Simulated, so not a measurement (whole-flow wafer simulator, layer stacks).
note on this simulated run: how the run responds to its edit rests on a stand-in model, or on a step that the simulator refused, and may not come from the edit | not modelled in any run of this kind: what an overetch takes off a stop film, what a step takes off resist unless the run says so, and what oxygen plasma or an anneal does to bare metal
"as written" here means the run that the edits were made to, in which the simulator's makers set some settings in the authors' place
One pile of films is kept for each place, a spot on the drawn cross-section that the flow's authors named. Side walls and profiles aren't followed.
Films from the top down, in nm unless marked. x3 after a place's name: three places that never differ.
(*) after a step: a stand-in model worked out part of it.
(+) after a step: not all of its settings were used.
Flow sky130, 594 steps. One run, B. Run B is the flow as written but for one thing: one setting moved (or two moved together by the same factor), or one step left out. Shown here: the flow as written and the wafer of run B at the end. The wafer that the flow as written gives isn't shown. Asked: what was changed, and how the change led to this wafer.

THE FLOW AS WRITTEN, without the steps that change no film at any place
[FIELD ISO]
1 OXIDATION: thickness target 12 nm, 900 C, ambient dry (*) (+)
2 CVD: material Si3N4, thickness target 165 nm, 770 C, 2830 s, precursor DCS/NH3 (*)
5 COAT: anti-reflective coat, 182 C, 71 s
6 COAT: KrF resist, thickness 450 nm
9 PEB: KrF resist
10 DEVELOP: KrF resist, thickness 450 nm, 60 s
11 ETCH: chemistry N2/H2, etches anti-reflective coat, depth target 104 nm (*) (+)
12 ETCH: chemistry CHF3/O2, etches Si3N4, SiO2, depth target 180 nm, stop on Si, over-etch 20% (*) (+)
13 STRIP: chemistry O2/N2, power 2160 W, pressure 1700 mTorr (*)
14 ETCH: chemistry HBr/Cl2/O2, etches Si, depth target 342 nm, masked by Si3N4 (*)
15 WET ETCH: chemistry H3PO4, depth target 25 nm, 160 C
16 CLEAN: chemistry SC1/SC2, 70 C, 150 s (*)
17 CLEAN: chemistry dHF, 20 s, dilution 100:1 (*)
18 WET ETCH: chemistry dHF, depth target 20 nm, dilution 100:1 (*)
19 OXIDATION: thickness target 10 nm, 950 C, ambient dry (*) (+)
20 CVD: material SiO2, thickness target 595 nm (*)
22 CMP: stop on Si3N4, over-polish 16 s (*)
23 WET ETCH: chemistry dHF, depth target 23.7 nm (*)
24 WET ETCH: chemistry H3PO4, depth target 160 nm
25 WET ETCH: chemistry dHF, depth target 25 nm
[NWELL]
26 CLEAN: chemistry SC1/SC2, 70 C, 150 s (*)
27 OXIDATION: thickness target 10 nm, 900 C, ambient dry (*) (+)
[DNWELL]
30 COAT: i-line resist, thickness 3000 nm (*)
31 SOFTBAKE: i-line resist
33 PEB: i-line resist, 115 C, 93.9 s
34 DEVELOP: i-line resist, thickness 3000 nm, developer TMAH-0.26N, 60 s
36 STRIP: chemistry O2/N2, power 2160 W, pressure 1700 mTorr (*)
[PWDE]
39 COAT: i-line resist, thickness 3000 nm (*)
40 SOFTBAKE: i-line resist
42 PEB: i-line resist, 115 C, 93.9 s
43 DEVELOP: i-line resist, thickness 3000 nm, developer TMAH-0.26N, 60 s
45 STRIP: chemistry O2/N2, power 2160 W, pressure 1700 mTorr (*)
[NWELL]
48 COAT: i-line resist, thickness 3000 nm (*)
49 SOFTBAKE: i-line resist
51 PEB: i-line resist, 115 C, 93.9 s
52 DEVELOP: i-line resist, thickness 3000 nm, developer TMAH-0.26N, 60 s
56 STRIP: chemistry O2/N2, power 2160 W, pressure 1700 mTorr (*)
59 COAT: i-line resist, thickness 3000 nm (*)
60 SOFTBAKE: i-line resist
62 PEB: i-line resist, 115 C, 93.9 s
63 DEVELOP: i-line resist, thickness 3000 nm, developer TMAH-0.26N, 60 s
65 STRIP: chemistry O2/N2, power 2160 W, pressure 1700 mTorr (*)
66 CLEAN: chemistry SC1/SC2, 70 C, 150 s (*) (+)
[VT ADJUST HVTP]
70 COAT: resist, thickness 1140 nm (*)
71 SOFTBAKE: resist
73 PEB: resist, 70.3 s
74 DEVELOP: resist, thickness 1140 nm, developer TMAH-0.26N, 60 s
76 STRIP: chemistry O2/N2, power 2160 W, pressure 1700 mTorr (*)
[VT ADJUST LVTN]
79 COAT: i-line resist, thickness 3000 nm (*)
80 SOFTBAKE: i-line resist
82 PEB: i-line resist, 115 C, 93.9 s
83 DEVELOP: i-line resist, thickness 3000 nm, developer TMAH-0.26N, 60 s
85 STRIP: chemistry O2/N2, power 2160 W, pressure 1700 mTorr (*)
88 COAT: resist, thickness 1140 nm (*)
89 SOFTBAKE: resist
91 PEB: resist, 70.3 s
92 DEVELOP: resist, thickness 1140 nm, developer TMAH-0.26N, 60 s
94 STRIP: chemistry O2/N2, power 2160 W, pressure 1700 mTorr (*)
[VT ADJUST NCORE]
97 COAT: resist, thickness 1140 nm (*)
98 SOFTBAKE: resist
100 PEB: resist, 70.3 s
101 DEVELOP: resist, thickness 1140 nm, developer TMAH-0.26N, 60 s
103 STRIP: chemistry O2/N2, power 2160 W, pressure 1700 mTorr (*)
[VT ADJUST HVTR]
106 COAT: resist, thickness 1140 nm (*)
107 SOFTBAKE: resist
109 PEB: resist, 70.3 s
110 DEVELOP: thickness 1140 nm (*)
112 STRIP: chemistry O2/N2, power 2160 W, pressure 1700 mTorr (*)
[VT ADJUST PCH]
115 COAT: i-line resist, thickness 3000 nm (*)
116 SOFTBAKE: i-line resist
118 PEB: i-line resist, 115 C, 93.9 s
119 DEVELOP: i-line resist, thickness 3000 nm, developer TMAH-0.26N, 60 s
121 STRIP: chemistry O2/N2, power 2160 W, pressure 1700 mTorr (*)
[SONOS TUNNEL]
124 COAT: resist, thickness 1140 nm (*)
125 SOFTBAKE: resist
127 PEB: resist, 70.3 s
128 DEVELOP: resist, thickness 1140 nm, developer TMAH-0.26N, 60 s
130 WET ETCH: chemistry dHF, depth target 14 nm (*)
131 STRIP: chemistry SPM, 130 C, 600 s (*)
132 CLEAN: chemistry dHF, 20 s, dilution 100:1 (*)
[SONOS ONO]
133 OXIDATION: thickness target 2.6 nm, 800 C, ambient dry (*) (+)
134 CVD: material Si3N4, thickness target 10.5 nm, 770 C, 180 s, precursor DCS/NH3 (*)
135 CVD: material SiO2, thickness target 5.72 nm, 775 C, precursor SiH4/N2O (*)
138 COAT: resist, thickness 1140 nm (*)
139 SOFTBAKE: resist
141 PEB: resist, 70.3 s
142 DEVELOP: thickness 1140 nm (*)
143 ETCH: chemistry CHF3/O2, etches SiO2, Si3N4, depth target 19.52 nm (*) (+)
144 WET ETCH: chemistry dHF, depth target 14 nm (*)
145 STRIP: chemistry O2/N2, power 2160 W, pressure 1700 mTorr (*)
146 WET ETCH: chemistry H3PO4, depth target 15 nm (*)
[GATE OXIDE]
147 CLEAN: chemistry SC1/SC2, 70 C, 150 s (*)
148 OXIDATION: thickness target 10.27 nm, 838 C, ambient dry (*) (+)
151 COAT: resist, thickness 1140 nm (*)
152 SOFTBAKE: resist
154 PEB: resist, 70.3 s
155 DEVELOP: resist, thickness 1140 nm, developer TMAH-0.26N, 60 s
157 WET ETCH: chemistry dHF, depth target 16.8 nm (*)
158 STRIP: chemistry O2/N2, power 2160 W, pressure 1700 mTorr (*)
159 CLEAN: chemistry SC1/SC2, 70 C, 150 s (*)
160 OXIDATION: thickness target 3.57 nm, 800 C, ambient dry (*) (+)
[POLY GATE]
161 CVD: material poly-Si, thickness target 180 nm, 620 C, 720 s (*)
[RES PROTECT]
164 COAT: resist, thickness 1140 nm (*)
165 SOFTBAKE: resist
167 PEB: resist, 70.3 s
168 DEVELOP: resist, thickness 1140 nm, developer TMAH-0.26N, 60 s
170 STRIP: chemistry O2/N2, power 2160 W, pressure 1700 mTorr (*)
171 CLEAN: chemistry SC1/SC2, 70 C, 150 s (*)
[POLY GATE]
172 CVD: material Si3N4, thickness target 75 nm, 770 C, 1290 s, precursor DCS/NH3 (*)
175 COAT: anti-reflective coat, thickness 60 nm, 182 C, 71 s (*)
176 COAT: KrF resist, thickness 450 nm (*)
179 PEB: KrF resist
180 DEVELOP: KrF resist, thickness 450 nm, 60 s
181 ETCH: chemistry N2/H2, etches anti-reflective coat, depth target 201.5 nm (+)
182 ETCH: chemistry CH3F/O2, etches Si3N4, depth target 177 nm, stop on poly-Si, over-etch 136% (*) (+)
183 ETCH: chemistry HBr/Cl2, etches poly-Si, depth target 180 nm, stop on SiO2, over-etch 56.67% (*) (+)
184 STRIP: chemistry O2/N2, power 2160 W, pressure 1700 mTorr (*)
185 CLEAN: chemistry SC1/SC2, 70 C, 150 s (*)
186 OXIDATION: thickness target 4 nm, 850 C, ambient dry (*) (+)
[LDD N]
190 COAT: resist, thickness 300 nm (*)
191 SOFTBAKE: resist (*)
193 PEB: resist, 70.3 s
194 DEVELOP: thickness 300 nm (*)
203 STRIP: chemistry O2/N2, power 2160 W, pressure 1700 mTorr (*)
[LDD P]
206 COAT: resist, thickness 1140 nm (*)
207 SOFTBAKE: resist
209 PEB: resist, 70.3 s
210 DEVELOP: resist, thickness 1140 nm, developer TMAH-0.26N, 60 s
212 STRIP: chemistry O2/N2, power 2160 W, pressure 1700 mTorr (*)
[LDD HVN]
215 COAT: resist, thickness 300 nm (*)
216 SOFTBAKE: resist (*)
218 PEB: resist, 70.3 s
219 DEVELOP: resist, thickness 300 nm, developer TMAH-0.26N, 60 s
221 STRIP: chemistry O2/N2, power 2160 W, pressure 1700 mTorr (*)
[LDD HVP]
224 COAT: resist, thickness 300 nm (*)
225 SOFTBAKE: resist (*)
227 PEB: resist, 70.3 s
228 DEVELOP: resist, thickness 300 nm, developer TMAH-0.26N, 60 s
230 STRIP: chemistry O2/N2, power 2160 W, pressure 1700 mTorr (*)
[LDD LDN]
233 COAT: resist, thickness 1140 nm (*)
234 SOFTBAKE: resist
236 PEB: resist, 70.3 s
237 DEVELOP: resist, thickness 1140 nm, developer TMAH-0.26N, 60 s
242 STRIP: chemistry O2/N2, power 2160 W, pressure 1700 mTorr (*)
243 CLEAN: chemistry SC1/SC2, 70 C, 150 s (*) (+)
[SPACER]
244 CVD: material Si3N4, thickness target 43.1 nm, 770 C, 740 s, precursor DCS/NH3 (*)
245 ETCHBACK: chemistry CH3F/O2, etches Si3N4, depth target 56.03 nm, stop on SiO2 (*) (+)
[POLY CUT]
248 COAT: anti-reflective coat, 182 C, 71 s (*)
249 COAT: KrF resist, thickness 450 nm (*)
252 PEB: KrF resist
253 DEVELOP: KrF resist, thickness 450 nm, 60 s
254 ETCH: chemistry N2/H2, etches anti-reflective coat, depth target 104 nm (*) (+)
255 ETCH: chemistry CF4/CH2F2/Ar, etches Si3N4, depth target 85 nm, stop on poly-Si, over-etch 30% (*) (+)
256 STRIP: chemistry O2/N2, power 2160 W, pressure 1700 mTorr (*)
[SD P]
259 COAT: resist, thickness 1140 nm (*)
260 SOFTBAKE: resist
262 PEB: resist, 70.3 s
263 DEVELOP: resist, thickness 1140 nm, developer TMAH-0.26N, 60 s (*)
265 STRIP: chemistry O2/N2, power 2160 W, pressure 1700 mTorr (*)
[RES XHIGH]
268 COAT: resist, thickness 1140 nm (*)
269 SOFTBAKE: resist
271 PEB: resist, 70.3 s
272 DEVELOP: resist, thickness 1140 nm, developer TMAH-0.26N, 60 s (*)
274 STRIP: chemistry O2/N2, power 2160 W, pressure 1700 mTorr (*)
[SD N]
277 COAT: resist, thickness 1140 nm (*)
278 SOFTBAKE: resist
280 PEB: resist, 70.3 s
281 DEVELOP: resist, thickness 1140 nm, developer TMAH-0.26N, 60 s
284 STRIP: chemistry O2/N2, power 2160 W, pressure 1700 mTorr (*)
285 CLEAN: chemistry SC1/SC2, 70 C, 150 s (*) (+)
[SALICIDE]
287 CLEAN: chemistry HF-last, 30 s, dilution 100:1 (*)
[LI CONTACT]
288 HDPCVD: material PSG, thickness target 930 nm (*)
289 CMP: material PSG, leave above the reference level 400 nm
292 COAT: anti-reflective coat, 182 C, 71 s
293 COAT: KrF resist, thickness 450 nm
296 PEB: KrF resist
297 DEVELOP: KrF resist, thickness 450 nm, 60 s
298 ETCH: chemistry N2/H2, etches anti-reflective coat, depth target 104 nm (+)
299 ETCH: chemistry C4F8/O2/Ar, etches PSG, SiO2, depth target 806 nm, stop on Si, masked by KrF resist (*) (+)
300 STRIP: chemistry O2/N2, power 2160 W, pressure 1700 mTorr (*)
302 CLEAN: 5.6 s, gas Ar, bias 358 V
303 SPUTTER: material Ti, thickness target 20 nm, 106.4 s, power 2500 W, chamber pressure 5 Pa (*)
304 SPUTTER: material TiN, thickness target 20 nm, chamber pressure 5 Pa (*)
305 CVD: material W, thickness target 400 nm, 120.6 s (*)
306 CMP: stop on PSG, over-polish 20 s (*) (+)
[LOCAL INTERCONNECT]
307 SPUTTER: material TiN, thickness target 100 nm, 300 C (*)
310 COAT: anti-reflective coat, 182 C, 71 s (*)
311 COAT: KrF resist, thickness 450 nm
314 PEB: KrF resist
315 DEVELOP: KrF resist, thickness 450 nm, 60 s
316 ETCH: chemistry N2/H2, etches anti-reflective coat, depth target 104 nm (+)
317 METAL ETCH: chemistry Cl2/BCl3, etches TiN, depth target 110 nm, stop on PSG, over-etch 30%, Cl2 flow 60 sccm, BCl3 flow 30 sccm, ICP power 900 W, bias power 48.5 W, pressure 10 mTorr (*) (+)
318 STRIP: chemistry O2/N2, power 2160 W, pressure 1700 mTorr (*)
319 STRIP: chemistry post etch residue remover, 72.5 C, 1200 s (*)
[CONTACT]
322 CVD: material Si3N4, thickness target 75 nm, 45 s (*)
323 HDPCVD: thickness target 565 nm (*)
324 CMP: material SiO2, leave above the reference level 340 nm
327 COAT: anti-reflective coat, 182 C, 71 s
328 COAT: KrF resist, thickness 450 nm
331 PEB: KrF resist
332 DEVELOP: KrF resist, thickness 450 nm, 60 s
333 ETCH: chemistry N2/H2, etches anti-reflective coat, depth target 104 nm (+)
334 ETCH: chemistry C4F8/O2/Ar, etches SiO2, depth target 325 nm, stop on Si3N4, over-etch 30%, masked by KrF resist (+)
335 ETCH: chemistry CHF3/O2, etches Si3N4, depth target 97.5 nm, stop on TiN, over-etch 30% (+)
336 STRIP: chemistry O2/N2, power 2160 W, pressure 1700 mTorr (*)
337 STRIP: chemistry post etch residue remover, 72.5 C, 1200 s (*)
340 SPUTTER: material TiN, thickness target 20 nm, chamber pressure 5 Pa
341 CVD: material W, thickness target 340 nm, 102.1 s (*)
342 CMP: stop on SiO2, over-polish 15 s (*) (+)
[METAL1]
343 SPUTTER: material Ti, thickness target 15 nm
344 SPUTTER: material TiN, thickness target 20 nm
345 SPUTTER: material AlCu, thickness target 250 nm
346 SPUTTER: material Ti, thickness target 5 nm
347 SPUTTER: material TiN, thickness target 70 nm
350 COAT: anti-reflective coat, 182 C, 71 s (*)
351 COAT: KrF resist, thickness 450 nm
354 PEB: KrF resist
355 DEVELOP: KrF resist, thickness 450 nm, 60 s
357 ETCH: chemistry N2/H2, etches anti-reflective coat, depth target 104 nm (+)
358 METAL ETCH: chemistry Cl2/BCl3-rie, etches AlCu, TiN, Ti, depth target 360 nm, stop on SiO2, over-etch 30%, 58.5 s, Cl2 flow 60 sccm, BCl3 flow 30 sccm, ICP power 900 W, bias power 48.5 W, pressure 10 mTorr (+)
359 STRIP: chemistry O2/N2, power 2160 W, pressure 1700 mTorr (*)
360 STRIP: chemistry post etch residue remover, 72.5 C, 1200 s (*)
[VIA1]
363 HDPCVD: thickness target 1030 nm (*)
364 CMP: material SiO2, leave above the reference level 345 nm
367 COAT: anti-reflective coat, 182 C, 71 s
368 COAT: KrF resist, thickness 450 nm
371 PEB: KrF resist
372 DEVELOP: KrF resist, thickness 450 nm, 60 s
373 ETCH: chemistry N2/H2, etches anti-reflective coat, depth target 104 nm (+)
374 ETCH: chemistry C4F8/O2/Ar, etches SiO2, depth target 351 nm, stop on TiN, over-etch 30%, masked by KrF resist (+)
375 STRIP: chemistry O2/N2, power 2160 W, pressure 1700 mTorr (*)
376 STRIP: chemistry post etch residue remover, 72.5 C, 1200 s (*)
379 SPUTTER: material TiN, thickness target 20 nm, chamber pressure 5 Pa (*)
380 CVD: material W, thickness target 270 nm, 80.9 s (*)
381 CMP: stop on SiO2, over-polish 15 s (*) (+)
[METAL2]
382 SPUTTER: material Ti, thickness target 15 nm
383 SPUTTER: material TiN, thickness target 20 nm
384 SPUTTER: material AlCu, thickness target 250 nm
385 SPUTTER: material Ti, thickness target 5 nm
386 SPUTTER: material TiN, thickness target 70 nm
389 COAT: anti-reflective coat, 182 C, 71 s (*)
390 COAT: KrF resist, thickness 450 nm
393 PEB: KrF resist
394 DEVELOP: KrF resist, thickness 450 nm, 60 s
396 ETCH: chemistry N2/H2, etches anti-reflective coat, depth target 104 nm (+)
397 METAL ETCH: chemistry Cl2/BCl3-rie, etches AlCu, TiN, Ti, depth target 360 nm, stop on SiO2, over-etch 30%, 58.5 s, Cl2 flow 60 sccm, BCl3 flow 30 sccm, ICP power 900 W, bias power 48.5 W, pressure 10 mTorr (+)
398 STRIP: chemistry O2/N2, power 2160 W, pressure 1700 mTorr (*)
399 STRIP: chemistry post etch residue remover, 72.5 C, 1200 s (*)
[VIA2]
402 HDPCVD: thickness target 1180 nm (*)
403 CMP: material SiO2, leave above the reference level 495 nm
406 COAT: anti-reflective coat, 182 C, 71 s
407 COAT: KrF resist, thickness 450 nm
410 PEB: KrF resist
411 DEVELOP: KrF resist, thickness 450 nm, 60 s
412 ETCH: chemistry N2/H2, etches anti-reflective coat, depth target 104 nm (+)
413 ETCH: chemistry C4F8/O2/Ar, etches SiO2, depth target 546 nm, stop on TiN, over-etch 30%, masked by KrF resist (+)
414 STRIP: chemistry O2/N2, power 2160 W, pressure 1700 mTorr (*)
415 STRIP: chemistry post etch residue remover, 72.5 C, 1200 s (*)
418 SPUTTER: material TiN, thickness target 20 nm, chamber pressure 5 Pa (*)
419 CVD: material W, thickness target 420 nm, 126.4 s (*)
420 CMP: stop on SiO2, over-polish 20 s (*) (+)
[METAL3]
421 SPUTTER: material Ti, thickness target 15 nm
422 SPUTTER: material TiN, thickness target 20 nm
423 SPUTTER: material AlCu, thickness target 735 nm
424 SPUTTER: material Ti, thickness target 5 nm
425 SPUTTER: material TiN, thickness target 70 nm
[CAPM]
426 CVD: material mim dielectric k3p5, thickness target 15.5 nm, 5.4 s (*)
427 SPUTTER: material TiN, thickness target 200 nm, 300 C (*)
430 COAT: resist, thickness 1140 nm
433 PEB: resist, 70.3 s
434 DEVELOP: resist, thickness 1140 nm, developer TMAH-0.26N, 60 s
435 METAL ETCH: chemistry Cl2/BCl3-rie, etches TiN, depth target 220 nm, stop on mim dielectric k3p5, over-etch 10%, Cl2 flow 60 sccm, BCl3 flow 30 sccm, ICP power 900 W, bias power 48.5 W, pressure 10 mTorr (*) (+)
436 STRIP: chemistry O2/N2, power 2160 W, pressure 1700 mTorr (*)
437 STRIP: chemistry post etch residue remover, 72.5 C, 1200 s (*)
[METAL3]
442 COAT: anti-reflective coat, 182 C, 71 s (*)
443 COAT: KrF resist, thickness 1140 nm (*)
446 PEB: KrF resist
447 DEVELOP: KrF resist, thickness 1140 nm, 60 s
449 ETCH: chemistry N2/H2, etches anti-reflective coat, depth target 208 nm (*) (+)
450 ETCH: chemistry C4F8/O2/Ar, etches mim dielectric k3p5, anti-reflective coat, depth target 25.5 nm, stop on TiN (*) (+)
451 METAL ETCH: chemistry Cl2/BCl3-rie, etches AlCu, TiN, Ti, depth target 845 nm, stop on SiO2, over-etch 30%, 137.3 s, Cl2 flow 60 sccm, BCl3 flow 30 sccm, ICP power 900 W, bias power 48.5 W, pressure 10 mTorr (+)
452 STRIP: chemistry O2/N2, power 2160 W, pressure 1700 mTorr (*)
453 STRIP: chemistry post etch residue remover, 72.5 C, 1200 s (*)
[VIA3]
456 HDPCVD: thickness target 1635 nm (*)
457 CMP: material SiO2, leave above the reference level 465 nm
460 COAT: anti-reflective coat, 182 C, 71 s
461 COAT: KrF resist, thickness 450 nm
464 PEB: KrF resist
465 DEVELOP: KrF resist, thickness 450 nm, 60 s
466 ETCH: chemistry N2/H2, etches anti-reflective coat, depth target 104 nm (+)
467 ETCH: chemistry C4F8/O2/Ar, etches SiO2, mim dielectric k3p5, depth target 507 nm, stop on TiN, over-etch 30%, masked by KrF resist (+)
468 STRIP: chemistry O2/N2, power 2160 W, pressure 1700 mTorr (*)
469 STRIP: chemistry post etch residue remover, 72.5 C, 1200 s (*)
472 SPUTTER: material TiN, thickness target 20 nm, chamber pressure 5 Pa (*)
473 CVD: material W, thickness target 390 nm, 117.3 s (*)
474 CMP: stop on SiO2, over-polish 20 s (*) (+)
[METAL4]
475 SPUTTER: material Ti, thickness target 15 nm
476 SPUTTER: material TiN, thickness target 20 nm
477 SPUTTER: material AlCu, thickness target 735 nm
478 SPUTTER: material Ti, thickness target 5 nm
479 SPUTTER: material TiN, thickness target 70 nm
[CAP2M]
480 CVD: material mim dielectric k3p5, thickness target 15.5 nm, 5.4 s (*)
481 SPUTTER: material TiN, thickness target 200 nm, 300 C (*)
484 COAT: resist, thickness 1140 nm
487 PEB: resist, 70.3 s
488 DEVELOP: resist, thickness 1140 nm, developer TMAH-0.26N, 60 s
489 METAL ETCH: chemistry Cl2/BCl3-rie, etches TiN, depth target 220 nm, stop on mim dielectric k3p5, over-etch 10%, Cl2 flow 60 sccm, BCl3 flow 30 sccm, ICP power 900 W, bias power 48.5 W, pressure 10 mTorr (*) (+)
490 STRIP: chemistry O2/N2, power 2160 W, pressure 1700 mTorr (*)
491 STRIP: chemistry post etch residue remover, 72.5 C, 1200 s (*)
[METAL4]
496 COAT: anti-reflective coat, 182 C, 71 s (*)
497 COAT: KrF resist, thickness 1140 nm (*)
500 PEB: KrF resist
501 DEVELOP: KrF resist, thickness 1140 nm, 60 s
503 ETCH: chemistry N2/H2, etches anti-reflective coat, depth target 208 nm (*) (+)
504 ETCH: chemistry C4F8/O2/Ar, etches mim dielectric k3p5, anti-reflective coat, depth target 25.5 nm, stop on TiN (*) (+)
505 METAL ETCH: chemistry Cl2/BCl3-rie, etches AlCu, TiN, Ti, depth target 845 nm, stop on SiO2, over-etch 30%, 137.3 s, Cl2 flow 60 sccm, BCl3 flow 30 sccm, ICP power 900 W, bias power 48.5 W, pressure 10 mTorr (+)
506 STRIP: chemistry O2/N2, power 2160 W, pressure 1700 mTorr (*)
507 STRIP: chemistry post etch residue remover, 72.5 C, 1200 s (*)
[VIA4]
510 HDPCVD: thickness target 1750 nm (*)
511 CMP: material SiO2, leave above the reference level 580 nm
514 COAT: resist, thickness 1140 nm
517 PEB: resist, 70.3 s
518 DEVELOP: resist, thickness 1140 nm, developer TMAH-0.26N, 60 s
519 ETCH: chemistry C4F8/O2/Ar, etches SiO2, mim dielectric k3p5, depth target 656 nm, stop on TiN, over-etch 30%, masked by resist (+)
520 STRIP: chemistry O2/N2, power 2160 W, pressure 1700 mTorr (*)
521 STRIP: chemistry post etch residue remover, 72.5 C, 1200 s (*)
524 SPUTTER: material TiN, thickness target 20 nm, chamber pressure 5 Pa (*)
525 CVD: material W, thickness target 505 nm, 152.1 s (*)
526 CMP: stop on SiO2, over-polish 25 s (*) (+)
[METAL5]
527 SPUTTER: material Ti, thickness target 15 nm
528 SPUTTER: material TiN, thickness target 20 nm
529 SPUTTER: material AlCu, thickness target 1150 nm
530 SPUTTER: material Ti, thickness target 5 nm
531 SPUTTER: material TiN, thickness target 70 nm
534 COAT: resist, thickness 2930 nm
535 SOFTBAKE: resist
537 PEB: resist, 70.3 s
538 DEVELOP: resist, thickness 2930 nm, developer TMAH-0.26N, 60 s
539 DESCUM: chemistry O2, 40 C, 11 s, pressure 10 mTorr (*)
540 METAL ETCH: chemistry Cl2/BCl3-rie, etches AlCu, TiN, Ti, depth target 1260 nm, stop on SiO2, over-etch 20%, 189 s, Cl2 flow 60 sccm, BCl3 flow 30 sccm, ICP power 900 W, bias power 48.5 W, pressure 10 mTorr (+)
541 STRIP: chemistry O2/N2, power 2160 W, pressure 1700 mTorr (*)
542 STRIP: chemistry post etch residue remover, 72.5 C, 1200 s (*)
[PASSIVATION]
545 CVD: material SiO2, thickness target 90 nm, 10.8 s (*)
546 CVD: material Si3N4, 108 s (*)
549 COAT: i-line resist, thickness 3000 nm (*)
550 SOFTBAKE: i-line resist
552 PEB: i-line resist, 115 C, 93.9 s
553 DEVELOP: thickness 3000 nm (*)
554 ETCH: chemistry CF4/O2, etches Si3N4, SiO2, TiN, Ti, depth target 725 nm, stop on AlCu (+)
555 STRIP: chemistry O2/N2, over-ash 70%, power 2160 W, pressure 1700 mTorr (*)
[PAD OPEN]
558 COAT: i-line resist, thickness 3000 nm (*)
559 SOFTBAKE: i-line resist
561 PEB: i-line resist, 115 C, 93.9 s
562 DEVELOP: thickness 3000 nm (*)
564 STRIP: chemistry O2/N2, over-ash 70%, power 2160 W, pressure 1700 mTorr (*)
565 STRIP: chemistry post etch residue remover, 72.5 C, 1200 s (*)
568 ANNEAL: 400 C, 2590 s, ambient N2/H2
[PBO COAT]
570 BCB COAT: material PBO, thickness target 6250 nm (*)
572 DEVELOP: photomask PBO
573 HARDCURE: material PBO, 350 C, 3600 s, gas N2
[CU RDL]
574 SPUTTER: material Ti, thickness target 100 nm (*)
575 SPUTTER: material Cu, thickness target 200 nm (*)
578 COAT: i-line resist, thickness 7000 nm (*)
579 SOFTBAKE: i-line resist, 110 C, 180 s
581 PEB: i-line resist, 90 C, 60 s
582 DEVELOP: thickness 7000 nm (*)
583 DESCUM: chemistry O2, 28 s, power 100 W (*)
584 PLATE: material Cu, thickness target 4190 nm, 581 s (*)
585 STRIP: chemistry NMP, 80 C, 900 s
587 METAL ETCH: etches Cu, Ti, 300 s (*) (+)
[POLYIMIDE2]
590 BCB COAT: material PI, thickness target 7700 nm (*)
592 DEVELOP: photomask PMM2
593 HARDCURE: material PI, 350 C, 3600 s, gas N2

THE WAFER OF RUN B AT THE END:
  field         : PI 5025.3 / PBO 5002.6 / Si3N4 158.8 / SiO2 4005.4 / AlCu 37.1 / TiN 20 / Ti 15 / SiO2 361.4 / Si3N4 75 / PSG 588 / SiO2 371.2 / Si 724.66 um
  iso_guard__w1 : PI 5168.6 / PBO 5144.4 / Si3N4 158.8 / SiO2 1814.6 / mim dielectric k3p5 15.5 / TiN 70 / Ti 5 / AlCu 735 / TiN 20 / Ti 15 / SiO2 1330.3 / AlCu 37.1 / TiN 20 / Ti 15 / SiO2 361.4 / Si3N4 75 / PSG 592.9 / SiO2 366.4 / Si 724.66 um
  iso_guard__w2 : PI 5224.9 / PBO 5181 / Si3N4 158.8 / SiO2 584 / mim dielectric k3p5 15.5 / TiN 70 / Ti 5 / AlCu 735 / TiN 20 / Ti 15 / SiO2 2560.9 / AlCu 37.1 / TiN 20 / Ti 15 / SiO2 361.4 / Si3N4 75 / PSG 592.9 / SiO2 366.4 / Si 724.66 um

The cause: step 358, METAL ETCH: depth target 216 nm was run, where the flow has depth target 360 nm; step 358, METAL ETCH: 35.1 s was run, where the flow has 58.5 s.

How the change led to this, step by step:
  358 METAL ETCH: chemistry Cl2/BCl3-rie, etches AlCu, TiN, Ti, depth target 360 nm, stop on SiO2, over-etch 30%, 58.5 s, Cl2 flow 60 sccm, BCl3 flow 30 sccm, ICP power 900 W, bias power 48.5 W, pressure 10 mTorr (+)
      field, active, gate and 81 more: TiN -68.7 (all of it), Ti -5 (all of it), AlCu -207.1 (as written it would be: TiN -68.7 (all of it), Ti -5 (all of it), AlCu -250 (all of it), TiN -20 (all of it), Ti -15 (all of it), SiO2 -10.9)
      n_well, p_well, gate_hv and 104 more: KrF resist -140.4 (as written it would be: KrF resist -234)
  359 STRIP: chemistry O2/N2, power 2160 W, pressure 1700 mTorr (*)
      n_well, p_well, gate_hv and 100 more: KrF resist -237.4 (all of it), anti-reflective coat -80 (all of it) (as written it would be: KrF resist -143.8 (all of it), anti-reflective coat -80 (all of it))
      poly_licon, ndiff_licon, ndiff_licon_cpp, rpo_hd_licon: KrF resist -237.5 (all of it), anti-reflective coat -80.5 (all of it) (as written it would be: KrF resist -143.9 (all of it), anti-reflective coat -80.5 (all of it))
  360 STRIP: chemistry post etch residue remover, 72.5 C, 1200 s (*)
      field, active, gate and 81 more: AlCu -5.72 (as written it would be: nothing)
  363 HDPCVD: thickness target 1030 nm (*)
      field, active, gate and 81 more: SiO2 +1030 (new film) (as written it would be: SiO2 +1030)
  364 CMP: material SiO2, leave above the reference level 345 nm
      field, active, gate and 81 more: SiO2 -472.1 (as written it would be: SiO2 -389.1)
Counting metal films that touch as one body, field has 1 body; the flow as written gives 0 bodies.
Counting metal films that touch as one body, iso_guard__w1 has 2 bodies (between them, from the top down: SiO2 1330.3); the flow as written gives 1 body.
Counting metal films that touch as one body, iso_guard__w2 has 2 bodies (between them, from the top down: SiO2 2560.9); the flow as written gives 1 body.
